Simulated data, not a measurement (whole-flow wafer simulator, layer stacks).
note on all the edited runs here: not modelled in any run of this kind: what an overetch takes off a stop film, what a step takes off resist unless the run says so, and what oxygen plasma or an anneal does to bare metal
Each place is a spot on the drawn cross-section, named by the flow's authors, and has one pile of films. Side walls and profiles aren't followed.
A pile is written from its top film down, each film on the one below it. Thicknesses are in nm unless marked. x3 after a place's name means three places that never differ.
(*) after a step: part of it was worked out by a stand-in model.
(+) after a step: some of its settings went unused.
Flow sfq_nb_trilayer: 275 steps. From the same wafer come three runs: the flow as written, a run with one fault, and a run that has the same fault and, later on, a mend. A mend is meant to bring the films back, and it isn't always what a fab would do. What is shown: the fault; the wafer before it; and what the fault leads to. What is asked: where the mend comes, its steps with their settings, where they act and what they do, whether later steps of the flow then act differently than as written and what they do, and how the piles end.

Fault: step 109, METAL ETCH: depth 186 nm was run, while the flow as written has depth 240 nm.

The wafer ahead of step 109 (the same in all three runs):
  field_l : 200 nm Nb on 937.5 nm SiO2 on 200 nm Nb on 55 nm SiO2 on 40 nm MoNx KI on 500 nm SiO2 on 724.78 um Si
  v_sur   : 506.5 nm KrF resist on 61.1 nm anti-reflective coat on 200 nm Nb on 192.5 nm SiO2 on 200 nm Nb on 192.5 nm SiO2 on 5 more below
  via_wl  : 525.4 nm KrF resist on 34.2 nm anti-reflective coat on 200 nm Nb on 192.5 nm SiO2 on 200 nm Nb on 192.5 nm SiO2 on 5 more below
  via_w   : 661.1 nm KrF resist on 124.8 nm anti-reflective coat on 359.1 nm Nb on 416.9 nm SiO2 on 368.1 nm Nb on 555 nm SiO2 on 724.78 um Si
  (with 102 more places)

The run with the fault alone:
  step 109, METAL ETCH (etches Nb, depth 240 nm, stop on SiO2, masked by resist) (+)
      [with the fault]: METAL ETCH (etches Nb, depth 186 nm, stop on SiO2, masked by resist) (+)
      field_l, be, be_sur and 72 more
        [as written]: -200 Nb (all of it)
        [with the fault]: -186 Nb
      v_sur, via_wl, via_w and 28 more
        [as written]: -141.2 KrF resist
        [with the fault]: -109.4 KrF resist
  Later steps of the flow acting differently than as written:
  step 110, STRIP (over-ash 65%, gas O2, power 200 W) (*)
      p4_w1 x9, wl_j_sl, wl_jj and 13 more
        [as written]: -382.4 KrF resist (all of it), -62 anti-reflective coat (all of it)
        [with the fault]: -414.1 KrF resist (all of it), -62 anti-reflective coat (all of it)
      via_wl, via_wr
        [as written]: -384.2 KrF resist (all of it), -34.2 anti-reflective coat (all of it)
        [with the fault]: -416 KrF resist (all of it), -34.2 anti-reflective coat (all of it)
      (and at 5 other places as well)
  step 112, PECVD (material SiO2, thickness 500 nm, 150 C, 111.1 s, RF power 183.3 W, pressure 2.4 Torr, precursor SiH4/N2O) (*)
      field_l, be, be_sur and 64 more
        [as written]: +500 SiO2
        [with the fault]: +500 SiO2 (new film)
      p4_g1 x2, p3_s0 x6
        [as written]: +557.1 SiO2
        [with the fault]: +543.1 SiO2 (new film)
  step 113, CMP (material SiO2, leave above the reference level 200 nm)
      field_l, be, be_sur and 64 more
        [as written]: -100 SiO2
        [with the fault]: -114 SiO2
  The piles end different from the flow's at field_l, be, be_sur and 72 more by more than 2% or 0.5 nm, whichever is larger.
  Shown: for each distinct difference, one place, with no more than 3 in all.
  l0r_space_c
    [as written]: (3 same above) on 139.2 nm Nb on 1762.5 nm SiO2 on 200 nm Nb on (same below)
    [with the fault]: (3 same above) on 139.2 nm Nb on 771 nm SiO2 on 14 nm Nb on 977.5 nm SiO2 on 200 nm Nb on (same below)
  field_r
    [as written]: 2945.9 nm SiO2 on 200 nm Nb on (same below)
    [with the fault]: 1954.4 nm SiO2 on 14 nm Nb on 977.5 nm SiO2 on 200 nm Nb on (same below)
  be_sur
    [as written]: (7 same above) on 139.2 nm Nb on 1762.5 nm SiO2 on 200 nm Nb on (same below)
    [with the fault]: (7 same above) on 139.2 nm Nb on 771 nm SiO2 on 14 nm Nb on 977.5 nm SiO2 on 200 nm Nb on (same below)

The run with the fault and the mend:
  The mend stands after step 109.
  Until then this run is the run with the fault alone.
  step 109a, METAL ETCH (etches Nb, depth 54 nm, stop on SiO2, masked by resist) (+) (a further turn of the flow's step 109, with different settings)
      field_l, be, be_sur and 72 more
        -14 Nb (all of it)
      v_sur, via_wl, via_w and 28 more
        -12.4 KrF resist
  Later steps of the flow acting differently than as written:
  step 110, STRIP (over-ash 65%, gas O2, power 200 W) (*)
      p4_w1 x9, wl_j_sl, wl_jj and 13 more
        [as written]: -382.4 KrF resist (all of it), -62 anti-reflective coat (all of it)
        [with the mend]: -401.8 KrF resist (all of it), -62 anti-reflective coat (all of it)
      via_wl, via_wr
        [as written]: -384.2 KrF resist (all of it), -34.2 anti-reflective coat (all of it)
        [with the mend]: -403.6 KrF resist (all of it), -34.2 anti-reflective coat (all of it)
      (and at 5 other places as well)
  At every place that both follow, the piles at the end match the flow's.
